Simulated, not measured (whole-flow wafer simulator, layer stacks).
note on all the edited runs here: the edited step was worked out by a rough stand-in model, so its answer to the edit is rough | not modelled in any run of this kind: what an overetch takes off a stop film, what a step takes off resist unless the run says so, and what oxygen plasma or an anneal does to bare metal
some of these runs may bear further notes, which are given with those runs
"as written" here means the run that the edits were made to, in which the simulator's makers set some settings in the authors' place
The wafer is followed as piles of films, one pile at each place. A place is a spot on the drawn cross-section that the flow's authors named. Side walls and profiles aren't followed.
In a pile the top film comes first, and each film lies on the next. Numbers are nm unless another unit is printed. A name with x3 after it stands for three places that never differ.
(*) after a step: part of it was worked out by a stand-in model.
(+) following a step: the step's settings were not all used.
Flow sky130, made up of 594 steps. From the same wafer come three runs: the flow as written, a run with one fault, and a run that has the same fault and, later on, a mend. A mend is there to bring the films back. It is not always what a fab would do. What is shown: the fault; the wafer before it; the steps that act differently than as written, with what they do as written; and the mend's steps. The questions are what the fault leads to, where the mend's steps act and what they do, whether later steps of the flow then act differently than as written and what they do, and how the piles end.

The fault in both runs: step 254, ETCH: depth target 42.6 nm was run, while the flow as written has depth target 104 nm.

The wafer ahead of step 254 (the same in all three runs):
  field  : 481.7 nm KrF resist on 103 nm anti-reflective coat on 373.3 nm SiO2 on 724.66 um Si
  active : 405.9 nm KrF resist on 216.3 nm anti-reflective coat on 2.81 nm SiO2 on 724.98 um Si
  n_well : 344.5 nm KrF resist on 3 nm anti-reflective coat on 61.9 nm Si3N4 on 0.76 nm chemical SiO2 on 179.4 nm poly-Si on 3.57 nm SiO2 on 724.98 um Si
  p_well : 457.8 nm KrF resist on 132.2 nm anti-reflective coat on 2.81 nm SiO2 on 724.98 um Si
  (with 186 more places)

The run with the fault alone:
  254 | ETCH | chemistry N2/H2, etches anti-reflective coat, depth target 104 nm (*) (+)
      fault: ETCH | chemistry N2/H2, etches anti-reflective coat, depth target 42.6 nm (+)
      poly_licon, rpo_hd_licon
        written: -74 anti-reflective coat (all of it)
        fault: -42.6 anti-reflective coat
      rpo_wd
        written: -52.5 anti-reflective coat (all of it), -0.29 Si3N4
        fault: -42.6 anti-reflective coat
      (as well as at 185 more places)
  Later steps of the flow acting differently than as written (19 more steps, not shown, differ only slightly: by at most 2% or 0.5 nm, whichever is larger):
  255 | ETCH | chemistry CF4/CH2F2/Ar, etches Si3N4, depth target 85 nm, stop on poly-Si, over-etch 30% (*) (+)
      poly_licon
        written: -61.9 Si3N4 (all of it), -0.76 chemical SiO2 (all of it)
        fault: -31.4 anti-reflective coat (all of it), -53.6 Si3N4
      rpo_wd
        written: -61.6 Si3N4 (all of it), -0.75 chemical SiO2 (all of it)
        fault: -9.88 anti-reflective coat (all of it), -61.9 Si3N4 (all of it), -0.75 chemical SiO2 (all of it)
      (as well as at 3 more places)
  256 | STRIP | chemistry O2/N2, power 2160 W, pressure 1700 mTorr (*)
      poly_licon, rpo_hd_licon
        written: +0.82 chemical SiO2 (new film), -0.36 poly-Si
        fault: nothing
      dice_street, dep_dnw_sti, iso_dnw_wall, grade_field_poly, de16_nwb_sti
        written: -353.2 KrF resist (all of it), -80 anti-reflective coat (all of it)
        fault: -371.2 KrF resist (all of it), -80 anti-reflective coat (all of it)
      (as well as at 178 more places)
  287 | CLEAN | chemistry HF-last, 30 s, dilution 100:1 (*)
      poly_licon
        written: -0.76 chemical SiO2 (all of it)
        fault: -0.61 Si3N4
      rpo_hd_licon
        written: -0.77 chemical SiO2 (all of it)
        fault: -0.61 Si3N4
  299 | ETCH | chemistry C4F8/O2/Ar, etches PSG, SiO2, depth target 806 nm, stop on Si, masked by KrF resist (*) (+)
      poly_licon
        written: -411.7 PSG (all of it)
        fault: -402.6 PSG (all of it), -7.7 Si3N4 (all of it), -0.76 chemical SiO2 (all of it)
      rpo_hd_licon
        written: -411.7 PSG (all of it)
        fault: -402.6 PSG (all of it), -7.7 Si3N4 (all of it), -0.75 chemical SiO2 (all of it)
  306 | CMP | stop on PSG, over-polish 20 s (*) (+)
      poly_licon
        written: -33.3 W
        fault: -34 W
  When the end is reached, the piles differ only a little from the flow's at the places that both follow, at most by 2% or 0.5 nm, whichever is larger.

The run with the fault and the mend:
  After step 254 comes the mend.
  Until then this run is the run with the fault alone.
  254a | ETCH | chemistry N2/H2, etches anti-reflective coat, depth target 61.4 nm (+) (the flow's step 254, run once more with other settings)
      field, active, n_well and 180 more
        -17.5 KrF resist
      poly_licon, rpo_hd_licon
        -31.4 anti-reflective coat (all of it)
      rpo_ln, rxpo_ln
        -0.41 Si3N4
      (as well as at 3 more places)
  None of the later steps of the flow differs from how it acts as written, at any place that is followed, by more than 2% or 0.5 nm, whichever is larger.
  By the end, the piles equal the flow's at every place that both follow.
